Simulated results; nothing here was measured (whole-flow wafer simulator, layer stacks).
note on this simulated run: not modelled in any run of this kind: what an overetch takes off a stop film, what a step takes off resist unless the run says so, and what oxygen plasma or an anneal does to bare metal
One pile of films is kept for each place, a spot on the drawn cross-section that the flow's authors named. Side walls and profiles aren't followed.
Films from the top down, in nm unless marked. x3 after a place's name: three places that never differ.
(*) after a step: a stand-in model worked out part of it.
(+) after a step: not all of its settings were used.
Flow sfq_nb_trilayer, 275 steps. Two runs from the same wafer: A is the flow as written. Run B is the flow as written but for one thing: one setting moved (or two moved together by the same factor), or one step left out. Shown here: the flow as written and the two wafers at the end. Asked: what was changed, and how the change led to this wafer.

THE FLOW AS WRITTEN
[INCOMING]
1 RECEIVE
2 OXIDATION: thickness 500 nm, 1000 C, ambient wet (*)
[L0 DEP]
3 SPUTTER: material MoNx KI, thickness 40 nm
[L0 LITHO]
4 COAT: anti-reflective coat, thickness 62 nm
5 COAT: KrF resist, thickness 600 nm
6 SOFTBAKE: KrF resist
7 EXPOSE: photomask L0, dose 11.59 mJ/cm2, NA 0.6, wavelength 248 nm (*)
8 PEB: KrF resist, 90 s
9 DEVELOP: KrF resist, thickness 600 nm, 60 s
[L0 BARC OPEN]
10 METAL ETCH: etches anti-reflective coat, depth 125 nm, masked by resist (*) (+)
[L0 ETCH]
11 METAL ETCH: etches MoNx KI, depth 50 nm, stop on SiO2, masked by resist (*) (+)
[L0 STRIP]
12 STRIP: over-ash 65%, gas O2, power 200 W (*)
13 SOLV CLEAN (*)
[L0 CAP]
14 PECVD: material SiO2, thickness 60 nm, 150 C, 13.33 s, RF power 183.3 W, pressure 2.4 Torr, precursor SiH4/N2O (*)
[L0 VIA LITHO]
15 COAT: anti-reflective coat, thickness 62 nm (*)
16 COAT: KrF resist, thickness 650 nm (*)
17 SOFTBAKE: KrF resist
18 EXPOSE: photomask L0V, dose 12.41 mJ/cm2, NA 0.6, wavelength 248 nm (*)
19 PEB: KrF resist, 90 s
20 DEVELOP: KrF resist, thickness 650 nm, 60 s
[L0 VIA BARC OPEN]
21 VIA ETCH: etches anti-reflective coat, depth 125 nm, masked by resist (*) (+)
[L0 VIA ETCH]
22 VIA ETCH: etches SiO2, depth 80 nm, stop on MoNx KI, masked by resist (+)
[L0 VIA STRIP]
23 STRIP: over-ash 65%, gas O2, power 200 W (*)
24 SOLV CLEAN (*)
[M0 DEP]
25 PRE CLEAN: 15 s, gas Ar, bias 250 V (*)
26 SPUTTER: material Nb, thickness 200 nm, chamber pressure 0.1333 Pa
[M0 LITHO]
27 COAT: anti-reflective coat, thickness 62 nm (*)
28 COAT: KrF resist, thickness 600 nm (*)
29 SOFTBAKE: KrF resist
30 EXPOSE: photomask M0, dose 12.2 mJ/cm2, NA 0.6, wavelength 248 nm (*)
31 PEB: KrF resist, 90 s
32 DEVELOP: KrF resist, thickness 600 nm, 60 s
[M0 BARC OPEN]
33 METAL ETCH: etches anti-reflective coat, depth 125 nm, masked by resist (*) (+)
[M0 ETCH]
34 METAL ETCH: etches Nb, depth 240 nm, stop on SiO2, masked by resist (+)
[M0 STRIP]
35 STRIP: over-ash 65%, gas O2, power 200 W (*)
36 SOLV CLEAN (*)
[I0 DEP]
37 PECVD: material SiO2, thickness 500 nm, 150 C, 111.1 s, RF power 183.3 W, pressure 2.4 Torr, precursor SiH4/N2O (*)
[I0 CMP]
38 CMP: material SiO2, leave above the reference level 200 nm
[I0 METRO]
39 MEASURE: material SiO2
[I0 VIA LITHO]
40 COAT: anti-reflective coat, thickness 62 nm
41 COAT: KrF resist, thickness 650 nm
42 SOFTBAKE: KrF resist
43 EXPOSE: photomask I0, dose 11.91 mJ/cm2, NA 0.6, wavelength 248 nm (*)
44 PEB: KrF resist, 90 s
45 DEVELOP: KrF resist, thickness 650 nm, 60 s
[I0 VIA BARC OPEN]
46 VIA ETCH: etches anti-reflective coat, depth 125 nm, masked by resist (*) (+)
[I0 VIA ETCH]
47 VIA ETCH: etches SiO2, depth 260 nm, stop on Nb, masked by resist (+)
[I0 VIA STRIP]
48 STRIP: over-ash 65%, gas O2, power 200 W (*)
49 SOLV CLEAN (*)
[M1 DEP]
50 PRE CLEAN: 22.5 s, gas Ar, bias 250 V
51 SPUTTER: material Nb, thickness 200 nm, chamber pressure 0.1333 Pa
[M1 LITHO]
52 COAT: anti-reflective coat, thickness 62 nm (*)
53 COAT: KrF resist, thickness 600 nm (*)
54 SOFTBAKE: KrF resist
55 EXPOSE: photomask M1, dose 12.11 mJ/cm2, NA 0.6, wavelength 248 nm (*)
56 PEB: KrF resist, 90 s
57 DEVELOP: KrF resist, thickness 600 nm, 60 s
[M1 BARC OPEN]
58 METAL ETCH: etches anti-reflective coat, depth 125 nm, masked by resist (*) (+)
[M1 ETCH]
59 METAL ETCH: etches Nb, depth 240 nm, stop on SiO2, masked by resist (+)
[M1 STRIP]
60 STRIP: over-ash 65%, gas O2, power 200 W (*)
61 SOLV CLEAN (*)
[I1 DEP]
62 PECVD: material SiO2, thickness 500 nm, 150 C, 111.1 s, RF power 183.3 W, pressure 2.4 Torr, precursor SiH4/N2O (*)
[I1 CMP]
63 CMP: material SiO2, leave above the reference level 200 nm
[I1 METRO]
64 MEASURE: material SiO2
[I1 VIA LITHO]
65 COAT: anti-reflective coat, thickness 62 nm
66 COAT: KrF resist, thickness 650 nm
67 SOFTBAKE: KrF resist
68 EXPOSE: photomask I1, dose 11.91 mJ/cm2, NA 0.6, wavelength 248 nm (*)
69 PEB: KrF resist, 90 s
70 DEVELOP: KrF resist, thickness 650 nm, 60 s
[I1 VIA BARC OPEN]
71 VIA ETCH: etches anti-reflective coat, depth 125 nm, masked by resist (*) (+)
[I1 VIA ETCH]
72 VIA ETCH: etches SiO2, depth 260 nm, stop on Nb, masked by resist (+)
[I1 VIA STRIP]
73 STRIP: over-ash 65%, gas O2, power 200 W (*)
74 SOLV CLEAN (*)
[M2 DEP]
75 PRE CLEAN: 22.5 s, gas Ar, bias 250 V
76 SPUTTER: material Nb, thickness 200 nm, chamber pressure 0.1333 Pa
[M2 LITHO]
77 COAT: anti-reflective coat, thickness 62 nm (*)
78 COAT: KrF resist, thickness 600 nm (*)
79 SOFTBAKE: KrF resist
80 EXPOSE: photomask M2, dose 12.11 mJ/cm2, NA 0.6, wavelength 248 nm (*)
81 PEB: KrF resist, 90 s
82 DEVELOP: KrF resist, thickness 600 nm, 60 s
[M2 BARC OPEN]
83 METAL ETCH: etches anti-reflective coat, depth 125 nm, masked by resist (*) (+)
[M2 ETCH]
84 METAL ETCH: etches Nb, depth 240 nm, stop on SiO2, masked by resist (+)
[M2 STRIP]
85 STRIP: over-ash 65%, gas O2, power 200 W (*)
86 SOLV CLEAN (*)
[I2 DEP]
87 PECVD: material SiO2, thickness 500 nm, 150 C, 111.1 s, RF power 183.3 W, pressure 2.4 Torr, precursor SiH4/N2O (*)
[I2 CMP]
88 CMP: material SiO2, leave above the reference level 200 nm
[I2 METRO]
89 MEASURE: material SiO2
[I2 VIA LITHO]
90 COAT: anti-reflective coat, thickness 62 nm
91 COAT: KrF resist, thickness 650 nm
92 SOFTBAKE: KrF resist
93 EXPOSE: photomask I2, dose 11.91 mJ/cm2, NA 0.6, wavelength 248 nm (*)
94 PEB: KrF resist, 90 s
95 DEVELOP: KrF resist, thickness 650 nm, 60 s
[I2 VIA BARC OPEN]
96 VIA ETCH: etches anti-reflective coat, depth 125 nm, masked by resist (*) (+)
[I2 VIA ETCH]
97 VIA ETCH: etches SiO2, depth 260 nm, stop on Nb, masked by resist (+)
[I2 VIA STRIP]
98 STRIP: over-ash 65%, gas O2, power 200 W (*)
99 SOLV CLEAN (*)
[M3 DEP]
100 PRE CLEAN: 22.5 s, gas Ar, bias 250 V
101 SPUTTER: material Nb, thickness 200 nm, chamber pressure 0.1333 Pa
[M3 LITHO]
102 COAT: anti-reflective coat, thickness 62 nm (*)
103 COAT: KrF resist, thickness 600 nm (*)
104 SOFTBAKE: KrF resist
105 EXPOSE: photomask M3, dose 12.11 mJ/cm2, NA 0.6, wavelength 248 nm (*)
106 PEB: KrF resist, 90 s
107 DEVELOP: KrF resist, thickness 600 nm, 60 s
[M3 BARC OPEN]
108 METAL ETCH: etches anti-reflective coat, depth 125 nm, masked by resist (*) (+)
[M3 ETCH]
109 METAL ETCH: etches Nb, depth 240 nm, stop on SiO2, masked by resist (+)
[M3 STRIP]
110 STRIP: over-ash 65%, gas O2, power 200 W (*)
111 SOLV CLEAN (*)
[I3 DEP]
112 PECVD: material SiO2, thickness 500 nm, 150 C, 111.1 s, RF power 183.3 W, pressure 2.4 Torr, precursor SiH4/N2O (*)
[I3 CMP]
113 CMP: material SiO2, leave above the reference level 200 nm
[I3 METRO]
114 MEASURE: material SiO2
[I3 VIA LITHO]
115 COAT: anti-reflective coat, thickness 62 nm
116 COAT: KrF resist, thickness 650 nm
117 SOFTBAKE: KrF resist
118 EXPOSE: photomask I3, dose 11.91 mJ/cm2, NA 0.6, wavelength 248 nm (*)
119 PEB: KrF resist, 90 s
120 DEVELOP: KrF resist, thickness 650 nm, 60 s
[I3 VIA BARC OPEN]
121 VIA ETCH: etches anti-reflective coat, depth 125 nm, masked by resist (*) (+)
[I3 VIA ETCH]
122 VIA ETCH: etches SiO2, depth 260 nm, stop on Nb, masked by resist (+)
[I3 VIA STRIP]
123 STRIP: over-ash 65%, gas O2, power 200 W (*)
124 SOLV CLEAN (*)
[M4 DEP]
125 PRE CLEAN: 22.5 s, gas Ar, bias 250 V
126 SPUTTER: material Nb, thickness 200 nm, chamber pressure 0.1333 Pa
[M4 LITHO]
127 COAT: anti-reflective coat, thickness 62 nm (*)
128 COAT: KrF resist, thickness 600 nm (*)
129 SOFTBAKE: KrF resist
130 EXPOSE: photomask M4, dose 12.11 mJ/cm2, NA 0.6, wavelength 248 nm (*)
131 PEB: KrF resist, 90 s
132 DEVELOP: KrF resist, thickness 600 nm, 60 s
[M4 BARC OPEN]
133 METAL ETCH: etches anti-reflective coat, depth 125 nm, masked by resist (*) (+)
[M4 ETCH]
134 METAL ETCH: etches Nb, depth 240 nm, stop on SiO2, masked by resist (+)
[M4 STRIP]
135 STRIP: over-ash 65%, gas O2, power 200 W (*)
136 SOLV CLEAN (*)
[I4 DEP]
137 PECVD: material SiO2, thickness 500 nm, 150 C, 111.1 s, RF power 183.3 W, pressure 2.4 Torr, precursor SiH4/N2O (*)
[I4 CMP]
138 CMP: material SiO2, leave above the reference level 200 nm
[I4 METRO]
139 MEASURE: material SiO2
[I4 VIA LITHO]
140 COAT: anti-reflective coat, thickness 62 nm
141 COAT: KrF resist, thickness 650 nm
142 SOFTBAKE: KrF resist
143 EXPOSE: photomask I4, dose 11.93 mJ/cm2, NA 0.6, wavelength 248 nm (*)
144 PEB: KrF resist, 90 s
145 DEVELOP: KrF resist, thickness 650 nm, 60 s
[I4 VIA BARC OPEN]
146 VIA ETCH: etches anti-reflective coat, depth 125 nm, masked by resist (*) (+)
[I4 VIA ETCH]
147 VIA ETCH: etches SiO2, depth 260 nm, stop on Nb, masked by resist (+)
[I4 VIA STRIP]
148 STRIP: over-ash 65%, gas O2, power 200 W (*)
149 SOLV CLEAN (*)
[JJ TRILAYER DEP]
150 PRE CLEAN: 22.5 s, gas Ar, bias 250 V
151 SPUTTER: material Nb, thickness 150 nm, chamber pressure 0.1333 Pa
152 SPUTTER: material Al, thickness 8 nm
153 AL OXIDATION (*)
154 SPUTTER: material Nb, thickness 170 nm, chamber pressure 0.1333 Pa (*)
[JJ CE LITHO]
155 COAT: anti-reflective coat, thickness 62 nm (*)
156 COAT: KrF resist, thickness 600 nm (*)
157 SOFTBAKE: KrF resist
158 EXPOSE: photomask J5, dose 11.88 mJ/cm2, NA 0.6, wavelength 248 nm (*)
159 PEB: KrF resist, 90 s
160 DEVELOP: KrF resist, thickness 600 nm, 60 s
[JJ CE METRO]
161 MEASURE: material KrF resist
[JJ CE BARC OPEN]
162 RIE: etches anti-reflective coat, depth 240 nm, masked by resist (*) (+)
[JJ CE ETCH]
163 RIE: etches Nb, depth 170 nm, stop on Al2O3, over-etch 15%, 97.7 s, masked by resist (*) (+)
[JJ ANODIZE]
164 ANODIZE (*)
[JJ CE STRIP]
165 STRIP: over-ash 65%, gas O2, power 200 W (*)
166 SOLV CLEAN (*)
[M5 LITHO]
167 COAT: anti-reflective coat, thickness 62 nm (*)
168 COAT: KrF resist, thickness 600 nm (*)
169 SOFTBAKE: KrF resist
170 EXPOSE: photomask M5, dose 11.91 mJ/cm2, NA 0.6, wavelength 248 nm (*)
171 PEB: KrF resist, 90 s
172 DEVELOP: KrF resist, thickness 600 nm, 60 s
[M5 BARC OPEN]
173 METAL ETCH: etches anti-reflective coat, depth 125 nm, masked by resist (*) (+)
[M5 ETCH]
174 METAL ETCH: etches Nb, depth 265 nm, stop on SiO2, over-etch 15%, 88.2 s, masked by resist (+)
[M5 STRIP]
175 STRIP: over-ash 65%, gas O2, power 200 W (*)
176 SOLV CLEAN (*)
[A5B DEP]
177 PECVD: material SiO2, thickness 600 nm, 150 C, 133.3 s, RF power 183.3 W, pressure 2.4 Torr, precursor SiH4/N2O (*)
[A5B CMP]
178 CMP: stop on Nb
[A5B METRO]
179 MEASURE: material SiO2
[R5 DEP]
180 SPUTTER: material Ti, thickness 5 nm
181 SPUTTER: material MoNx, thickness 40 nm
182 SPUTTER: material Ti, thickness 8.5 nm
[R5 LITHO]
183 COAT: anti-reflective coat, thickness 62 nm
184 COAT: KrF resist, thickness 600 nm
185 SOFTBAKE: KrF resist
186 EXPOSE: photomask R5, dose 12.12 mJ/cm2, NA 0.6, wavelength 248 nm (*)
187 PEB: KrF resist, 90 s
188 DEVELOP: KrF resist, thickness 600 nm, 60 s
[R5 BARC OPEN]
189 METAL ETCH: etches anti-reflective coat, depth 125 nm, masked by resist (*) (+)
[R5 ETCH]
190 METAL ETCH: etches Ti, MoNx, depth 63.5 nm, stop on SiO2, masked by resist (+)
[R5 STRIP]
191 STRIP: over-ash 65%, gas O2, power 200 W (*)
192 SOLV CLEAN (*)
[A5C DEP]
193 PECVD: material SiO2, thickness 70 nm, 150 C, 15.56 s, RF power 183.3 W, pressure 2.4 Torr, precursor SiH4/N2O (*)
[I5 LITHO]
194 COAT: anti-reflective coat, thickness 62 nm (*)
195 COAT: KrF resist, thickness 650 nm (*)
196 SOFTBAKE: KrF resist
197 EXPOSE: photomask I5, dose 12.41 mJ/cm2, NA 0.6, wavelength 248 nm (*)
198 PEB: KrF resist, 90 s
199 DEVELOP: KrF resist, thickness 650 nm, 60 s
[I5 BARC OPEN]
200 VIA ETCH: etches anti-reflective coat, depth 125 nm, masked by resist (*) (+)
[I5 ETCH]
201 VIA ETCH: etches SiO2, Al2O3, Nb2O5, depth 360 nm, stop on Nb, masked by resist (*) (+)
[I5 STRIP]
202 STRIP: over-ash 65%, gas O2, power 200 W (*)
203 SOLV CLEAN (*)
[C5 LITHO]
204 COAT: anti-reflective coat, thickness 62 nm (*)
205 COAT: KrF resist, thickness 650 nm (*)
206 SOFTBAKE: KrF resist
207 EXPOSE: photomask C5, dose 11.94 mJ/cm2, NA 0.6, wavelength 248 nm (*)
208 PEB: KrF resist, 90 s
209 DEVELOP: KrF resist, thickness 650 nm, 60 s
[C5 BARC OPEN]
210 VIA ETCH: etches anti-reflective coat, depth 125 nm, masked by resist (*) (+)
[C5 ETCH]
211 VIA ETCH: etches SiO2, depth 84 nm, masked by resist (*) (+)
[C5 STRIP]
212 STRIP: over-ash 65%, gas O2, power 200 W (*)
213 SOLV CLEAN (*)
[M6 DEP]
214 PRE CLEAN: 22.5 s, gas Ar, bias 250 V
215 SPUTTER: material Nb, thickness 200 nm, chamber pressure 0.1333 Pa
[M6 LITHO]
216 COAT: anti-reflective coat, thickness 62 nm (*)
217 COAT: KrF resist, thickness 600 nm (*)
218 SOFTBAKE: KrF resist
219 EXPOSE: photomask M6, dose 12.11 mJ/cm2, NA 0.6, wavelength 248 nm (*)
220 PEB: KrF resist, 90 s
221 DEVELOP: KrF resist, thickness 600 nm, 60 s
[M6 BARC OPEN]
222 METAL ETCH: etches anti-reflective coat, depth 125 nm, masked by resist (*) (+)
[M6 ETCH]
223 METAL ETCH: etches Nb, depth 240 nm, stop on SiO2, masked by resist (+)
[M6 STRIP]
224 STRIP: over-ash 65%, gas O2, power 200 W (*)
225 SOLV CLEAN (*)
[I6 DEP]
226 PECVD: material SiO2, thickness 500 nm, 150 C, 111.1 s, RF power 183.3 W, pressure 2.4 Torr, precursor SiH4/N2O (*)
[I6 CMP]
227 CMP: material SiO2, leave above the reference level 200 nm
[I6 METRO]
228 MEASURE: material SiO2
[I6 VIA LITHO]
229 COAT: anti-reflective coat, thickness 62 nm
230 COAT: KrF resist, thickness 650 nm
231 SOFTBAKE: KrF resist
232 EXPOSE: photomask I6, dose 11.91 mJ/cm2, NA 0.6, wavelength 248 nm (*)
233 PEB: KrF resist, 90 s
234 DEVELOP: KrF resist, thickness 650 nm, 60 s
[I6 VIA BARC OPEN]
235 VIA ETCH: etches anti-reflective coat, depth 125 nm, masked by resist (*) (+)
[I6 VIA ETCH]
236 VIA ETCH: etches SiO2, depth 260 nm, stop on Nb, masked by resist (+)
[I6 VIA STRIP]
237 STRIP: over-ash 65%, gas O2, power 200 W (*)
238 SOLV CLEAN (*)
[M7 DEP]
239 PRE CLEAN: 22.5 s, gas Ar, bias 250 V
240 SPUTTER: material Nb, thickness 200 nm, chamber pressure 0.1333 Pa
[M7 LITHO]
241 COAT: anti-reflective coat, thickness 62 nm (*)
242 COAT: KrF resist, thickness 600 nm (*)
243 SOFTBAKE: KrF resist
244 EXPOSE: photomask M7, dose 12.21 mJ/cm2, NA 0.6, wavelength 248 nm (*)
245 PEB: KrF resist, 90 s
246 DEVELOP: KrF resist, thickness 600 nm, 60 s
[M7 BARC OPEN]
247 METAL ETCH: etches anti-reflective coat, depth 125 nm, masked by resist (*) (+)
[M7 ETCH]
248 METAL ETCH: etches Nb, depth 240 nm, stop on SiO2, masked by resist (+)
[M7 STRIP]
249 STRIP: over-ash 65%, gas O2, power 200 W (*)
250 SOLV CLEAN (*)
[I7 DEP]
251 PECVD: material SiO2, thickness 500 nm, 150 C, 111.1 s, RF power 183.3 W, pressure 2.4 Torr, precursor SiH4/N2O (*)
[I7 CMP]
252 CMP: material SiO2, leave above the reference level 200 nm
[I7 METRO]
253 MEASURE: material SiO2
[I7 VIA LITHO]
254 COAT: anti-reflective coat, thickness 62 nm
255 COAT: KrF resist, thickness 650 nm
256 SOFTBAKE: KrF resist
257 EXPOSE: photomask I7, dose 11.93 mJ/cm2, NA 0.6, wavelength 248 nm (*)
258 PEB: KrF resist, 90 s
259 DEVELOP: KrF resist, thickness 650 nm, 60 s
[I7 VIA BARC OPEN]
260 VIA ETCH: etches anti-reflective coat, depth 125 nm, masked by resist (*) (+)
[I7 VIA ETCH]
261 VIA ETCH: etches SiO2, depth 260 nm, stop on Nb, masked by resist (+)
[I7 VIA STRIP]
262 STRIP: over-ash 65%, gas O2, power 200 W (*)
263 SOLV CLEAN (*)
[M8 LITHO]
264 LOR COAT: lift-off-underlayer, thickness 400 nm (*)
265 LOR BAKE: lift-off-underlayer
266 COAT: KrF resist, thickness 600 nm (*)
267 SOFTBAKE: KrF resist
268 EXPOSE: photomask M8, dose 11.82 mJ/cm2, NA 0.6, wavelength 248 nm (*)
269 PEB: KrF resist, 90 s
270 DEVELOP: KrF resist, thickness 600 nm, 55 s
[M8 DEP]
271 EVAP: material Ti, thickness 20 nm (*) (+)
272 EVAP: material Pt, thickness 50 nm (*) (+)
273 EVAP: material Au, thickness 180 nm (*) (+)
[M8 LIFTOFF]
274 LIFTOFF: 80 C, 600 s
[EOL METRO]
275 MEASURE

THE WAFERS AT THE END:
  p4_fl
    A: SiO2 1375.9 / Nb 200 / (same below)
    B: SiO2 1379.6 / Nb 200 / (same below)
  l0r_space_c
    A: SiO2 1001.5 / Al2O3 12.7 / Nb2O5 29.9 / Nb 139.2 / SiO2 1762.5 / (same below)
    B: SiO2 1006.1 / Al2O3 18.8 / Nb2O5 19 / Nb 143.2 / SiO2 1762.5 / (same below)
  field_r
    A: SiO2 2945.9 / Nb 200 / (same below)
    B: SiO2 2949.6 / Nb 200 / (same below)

The cause: step 152, SPUTTER: thickness 11.7 nm was run, where the flow has thickness 8 nm.

How the change led to this, step by step:
  152 SPUTTER: material Al, thickness 8 nm
      field_l, v_sur, via_sp and 100 more: A Al +8 (new film) | B Al +11.7 (new film)
      via_wl, via_wr: A Al +5.14 (new film) | B Al +7.51 (new film)
      (and at 1 more place)
  164 ANODIZE (*)
      field_l, v_sur, via_sp and 96 more: A Al2O3 +12.2, Nb2O5 +29.9 (new film), Al -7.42 (all of it), Nb -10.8 | B Al2O3 +18.3, Nb2O5 +19 (new film), Al -11.1 (all of it), Nb -6.85
      via_wl, via_wr: A Al2O3 +7.52 (new film), Nb2O5 +39.2 (new film), Al -4.56 (all of it), Nb -14.1 | B Al2O3 +11.4 (new film), Nb2O5 +32.2 (new film), Al -6.93 (all of it), Nb -11.6
      (and at 1 more place)
  167 COAT: anti-reflective coat, thickness 62 nm (*)
      ce_l: A anti-reflective coat +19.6 (new film) | B anti-reflective coat +18.4 (new film)
  174 METAL ETCH: etches Nb, depth 265 nm, stop on SiO2, over-etch 15%, 88.2 s, masked by resist (+)
      field_l, r_sur, res and 50 more: A Al2O3 -12.6 (all of it), Nb2O5 -29.9 (all of it), Nb -139.2 (all of it), SiO2 -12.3 | B Al2O3 -18.7 (all of it), Nb2O5 -19 (all of it), Nb -143.2 (all of it), SiO2 -12.4
  175 STRIP: over-ash 65%, gas O2, power 200 W (*)
      ce_l: A KrF resist -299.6 (all of it), anti-reflective coat -19.6 (all of it) | B KrF resist -297.6 (all of it), anti-reflective coat -18.4 (all of it)
  201 VIA ETCH: etches SiO2, Al2O3, Nb2O5, depth 360 nm, stop on Nb, masked by resist (*) (+)
      be: A SiO2 -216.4 (all of it), Al2O3 -12.7 (all of it), Nb2O5 -29.9 (all of it) | B SiO2 -220.9 (all of it), Al2O3 -18.8 (all of it), Nb2O5 -19 (all of it)
